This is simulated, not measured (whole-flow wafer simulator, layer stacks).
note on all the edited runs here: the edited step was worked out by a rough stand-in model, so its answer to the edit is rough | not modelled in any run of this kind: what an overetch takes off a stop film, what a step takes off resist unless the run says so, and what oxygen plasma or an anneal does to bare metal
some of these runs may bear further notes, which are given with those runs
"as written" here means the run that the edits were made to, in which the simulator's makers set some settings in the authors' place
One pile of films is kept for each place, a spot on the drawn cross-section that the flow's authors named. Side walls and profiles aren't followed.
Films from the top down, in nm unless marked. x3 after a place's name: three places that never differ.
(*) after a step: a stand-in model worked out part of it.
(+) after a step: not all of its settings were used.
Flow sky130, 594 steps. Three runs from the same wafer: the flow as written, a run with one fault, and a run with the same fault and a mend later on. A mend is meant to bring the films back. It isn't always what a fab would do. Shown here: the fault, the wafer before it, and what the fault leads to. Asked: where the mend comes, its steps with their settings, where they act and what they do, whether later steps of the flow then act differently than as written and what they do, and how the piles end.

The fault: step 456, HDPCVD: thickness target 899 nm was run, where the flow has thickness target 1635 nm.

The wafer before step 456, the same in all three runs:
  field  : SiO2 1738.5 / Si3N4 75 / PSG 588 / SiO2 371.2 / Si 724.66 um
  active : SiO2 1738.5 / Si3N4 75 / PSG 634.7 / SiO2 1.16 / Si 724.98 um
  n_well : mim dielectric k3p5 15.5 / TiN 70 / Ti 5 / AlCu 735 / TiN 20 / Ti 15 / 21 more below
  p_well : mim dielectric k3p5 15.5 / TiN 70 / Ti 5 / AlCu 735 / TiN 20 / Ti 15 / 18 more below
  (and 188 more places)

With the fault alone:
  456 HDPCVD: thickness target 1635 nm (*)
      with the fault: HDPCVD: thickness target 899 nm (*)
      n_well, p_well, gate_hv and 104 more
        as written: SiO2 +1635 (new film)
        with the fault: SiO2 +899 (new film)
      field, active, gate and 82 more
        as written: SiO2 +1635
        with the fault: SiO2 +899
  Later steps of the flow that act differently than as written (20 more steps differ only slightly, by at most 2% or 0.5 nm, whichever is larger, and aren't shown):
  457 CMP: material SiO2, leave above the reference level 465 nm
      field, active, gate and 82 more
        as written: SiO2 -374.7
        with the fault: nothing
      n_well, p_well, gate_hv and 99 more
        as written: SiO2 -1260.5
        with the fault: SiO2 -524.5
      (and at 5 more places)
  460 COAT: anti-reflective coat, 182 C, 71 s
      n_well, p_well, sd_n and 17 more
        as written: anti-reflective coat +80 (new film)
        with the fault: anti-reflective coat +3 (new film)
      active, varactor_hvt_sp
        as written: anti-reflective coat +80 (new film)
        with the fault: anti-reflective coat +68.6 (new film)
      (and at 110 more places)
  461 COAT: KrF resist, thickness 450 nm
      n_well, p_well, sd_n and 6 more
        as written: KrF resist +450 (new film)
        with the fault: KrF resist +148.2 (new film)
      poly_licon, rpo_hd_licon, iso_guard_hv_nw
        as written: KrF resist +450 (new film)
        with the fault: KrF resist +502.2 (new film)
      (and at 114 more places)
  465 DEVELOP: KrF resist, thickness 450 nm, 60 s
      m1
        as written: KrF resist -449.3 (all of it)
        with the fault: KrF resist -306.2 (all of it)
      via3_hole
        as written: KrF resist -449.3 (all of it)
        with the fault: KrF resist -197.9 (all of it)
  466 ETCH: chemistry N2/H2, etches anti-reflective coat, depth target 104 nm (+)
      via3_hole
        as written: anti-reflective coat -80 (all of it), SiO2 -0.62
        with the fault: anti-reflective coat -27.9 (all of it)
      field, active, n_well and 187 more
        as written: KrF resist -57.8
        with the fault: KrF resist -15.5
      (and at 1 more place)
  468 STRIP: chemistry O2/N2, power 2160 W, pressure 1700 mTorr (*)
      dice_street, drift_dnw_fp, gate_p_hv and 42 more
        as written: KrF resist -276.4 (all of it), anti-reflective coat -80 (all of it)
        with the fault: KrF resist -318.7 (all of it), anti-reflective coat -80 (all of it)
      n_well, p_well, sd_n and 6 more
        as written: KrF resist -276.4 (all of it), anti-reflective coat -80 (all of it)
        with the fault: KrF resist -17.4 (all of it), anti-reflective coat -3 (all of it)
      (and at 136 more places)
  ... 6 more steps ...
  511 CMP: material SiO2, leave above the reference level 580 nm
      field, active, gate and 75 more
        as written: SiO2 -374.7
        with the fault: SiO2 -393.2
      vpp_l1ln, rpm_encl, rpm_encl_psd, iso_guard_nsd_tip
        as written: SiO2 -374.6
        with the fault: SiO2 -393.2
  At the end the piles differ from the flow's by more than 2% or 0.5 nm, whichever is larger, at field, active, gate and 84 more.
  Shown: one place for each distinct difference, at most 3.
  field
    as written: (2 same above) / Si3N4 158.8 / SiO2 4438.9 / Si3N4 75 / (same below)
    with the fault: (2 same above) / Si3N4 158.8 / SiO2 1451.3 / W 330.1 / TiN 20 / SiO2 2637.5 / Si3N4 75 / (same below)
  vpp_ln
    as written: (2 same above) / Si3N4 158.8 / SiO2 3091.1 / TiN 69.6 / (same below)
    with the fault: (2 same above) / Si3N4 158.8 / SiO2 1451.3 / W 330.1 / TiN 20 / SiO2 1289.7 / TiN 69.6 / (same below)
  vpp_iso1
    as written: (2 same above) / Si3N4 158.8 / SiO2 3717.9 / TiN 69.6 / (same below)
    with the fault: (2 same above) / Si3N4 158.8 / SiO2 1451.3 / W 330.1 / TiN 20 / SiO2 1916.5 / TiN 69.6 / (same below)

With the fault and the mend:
  The mend comes after step 456.
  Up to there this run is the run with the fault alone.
  456a HDPCVD: thickness target 736 nm (*) (the flow's step 456 once more, with other settings)
      field, active, n_well and 189 more
        SiO2 +736
  No later step of the flow acts differently than as written at any place that is followed.
  At the end the piles are the same as the flow's at every place that both follow.
